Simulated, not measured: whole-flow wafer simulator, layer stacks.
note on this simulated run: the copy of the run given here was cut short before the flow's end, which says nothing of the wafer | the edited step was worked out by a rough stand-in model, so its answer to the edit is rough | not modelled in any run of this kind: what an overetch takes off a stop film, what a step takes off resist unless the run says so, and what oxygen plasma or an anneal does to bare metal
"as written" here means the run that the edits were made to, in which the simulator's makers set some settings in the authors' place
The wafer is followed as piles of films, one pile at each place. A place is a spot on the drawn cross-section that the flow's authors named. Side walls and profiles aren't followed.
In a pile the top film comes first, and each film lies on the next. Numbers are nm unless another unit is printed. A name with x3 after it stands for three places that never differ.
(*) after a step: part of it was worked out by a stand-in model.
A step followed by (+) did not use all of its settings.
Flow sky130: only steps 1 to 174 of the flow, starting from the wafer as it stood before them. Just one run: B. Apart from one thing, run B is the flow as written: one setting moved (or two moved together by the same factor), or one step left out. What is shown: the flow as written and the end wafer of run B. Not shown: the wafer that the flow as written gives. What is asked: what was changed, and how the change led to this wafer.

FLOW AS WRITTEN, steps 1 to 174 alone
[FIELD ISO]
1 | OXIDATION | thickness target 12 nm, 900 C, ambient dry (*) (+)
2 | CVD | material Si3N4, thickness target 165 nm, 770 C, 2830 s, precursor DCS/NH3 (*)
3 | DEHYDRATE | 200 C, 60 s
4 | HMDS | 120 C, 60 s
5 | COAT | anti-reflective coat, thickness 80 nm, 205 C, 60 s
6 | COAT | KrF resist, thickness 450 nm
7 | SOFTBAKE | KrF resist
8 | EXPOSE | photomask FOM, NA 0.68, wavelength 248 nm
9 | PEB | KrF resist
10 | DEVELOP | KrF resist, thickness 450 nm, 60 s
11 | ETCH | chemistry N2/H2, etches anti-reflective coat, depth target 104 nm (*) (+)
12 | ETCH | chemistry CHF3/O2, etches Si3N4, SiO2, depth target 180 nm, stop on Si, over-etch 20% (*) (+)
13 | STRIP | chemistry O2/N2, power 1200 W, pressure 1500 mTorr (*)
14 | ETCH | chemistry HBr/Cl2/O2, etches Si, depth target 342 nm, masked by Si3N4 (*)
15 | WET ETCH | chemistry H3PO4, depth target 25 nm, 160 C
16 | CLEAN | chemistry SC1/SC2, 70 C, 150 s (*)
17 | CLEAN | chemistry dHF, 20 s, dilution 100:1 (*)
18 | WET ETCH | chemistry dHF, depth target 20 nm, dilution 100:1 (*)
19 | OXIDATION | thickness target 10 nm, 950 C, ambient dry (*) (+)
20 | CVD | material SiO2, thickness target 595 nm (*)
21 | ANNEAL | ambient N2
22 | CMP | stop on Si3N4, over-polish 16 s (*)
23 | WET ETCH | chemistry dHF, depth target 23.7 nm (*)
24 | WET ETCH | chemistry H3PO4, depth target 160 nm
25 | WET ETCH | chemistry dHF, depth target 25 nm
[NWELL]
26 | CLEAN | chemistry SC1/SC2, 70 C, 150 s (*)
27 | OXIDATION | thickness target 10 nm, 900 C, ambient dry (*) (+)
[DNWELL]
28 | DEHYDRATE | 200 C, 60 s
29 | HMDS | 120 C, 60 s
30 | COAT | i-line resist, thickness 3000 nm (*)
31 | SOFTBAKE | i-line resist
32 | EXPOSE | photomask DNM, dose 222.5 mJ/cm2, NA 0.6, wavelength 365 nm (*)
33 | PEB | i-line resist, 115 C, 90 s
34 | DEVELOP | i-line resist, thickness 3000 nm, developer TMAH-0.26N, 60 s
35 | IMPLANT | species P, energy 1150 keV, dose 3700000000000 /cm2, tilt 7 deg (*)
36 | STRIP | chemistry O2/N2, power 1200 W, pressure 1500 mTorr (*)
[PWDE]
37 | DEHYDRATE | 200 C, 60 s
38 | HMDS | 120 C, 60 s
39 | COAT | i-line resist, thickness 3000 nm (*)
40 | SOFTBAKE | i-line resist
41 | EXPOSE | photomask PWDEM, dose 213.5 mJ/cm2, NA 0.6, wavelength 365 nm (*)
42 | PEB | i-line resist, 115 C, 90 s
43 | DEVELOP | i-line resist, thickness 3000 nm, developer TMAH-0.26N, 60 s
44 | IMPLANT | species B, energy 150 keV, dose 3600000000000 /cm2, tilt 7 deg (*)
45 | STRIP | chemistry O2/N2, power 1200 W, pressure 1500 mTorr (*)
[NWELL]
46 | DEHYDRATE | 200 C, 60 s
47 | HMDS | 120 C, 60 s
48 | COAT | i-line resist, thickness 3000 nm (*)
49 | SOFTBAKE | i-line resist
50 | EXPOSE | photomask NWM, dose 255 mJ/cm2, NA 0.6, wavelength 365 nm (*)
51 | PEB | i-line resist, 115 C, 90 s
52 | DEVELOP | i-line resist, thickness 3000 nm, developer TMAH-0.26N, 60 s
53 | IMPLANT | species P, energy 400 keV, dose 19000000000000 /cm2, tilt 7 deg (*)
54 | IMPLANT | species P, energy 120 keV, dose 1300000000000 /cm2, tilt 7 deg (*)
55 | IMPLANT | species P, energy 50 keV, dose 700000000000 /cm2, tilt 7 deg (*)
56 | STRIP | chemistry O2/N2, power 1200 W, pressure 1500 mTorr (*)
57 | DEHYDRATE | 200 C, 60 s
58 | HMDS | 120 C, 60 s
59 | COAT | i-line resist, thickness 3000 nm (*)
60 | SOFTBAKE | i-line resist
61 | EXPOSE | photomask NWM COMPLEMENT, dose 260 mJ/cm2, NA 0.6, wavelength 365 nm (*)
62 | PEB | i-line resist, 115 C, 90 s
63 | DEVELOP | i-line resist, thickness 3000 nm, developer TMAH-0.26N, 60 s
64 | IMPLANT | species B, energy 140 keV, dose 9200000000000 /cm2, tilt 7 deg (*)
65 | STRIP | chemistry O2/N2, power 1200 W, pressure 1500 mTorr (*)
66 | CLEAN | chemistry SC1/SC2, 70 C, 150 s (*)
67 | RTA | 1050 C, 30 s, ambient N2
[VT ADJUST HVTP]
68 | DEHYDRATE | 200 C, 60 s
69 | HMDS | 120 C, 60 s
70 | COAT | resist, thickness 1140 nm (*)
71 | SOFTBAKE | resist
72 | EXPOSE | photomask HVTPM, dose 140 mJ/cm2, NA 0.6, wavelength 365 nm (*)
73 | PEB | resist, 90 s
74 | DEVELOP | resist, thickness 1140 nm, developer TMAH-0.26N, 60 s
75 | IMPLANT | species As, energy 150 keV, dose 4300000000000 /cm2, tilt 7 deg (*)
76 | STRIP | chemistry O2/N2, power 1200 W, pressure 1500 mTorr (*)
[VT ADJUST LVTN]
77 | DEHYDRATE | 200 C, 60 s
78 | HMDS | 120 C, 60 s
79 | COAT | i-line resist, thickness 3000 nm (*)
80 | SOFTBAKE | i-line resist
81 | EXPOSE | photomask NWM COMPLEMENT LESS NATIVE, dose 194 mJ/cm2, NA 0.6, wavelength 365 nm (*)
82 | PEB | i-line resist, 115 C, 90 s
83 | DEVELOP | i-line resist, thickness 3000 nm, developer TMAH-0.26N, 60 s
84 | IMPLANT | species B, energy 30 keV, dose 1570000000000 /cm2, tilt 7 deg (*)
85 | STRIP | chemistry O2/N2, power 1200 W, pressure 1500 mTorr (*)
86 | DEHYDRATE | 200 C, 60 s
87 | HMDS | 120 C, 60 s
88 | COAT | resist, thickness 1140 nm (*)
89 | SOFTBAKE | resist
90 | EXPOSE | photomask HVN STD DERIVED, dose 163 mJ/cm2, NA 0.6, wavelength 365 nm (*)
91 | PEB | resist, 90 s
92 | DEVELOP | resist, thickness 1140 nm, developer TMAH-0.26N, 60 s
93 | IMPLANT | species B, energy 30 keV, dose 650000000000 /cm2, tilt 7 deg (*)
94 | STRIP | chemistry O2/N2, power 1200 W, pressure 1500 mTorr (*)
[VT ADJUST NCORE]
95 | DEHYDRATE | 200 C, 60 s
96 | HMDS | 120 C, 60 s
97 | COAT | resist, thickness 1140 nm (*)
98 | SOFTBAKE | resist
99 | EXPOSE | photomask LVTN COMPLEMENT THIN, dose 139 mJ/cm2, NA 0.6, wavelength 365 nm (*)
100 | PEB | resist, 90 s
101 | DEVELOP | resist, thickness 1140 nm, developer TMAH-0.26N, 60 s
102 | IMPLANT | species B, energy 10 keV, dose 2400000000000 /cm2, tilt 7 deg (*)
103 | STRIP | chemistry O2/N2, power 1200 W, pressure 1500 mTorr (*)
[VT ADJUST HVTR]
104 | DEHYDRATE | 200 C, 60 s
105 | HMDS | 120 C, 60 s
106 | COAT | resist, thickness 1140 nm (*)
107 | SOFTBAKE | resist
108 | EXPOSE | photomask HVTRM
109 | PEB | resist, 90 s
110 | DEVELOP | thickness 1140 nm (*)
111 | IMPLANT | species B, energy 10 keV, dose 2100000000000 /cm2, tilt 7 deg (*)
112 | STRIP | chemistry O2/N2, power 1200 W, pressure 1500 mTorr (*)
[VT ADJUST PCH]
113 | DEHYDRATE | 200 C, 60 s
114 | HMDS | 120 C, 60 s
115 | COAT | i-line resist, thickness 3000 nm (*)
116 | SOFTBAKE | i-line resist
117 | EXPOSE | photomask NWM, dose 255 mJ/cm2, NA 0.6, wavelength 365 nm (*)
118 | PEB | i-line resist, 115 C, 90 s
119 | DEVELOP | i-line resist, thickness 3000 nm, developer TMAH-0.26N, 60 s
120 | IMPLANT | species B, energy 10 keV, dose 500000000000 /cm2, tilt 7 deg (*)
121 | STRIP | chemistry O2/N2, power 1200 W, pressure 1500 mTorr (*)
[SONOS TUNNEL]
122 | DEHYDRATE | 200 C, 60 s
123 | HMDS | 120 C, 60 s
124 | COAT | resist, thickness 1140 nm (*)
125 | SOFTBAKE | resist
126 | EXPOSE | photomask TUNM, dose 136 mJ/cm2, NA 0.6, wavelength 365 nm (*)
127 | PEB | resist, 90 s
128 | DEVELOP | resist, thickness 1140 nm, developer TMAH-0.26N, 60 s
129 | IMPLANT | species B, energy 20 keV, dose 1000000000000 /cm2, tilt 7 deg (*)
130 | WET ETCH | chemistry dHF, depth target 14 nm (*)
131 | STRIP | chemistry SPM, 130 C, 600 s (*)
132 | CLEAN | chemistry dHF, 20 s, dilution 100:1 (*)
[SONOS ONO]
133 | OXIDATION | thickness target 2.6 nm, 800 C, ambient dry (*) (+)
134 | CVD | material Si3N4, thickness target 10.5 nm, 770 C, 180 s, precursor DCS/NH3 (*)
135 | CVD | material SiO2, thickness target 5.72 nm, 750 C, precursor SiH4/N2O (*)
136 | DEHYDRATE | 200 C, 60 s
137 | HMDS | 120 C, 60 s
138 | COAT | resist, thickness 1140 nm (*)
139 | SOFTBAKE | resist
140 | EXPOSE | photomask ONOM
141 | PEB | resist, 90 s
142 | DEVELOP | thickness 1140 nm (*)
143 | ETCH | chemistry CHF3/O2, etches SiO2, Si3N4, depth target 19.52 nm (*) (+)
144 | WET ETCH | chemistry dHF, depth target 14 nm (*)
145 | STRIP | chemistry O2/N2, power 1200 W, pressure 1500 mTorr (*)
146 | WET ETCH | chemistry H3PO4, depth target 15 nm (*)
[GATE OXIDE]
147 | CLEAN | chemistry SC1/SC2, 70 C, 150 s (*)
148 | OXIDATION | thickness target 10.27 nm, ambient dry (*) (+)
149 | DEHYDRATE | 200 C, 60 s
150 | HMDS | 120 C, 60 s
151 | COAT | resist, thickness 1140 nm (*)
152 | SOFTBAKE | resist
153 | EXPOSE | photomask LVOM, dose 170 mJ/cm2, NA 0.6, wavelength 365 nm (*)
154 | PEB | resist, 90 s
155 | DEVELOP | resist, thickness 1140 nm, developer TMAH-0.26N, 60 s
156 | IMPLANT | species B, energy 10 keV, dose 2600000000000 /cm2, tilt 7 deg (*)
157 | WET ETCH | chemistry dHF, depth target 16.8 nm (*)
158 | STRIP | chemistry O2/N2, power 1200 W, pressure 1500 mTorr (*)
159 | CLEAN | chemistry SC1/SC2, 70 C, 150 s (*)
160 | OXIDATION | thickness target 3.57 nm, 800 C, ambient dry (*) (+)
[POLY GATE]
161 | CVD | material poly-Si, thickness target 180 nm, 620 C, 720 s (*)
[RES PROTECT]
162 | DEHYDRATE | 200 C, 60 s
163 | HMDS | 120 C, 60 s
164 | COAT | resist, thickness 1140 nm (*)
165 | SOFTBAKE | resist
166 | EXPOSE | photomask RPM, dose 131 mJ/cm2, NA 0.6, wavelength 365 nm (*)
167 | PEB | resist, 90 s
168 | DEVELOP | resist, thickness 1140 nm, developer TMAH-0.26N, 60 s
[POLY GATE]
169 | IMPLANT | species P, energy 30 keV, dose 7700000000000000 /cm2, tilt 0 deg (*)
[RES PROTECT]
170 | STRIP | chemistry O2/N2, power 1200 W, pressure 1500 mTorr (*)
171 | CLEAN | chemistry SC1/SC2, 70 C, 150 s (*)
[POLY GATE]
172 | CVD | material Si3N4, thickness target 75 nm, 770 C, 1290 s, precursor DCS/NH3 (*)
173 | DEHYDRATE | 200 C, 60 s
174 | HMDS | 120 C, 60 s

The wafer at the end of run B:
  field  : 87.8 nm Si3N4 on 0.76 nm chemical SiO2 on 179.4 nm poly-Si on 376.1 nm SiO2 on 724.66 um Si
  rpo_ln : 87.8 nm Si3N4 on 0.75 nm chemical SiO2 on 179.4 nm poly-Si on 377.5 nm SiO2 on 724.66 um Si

What caused this: step 172, CVD: 781 C was run, whereas the flow has 770 C.

The path from the change to this, step by step:
  172 | CVD | material Si3N4, thickness target 75 nm, 770 C, 1290 s, precursor DCS/NH3 (*)
      field, active, n_well and 187 more: +87.8 Si3N4 (new film) (as written it would have been: +75 Si3N4 (new film))
